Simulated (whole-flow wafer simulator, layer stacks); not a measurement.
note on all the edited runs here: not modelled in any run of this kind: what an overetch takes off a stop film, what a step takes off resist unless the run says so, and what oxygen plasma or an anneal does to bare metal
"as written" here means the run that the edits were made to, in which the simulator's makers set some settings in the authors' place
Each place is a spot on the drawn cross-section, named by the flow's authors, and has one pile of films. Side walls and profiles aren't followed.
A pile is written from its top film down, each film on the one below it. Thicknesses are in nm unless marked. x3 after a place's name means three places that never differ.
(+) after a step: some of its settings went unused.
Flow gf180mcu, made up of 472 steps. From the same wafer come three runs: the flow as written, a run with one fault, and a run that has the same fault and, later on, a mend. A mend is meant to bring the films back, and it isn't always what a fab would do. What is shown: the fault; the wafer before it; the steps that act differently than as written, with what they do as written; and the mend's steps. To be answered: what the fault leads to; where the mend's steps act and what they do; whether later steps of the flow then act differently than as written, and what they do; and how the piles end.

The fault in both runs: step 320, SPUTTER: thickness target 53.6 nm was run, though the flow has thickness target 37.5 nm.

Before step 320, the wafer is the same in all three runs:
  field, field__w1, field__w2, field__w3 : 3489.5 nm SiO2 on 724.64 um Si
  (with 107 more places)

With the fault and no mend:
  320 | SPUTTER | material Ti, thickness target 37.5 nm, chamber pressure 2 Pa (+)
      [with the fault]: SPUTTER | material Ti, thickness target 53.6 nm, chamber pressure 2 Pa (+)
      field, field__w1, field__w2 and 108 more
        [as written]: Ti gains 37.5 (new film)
        [with the fault]: Ti gains 53.6 (new film)
  Later steps of the flow acting differently than as written:
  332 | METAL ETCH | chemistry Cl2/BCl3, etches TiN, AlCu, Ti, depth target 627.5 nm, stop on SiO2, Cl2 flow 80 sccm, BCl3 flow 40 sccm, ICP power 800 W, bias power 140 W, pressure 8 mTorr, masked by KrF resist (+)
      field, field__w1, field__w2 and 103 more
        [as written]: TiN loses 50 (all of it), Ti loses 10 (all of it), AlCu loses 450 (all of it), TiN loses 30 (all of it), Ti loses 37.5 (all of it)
        [with the fault]: TiN loses 50 (all of it), Ti loses 10 (all of it), AlCu loses 450 (all of it), TiN loses 30 (all of it), Ti loses 53.6 (all of it)
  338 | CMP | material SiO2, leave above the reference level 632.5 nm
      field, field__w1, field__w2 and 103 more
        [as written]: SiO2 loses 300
        [with the fault]: SiO2 loses 283.9
  By the end, the piles at field__w8, contact, m1, m1__w1, m1_nw depart from the flow's by more than 2% or 0.5 nm, whichever is larger.
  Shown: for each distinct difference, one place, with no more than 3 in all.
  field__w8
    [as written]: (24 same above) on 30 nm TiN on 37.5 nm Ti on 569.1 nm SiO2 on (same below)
    [with the fault]: (24 same above) on 30 nm TiN on 53.6 nm Ti on 569.1 nm SiO2 on (same below)
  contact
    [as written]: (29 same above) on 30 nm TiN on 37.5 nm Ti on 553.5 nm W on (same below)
    [with the fault]: (29 same above) on 30 nm TiN on 53.6 nm Ti on 553.5 nm W on (same below)

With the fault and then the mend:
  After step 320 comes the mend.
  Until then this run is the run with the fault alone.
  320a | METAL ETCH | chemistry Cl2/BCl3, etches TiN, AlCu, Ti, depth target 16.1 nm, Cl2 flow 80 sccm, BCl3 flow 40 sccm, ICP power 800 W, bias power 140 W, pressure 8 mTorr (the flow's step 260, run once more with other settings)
      field, field__w1, field__w2 and 108 more
        Ti loses 16.1
  Every later step of the flow that is run acts as written at every place that is followed.
  By the end, the piles equal the flow's at every place that both follow.
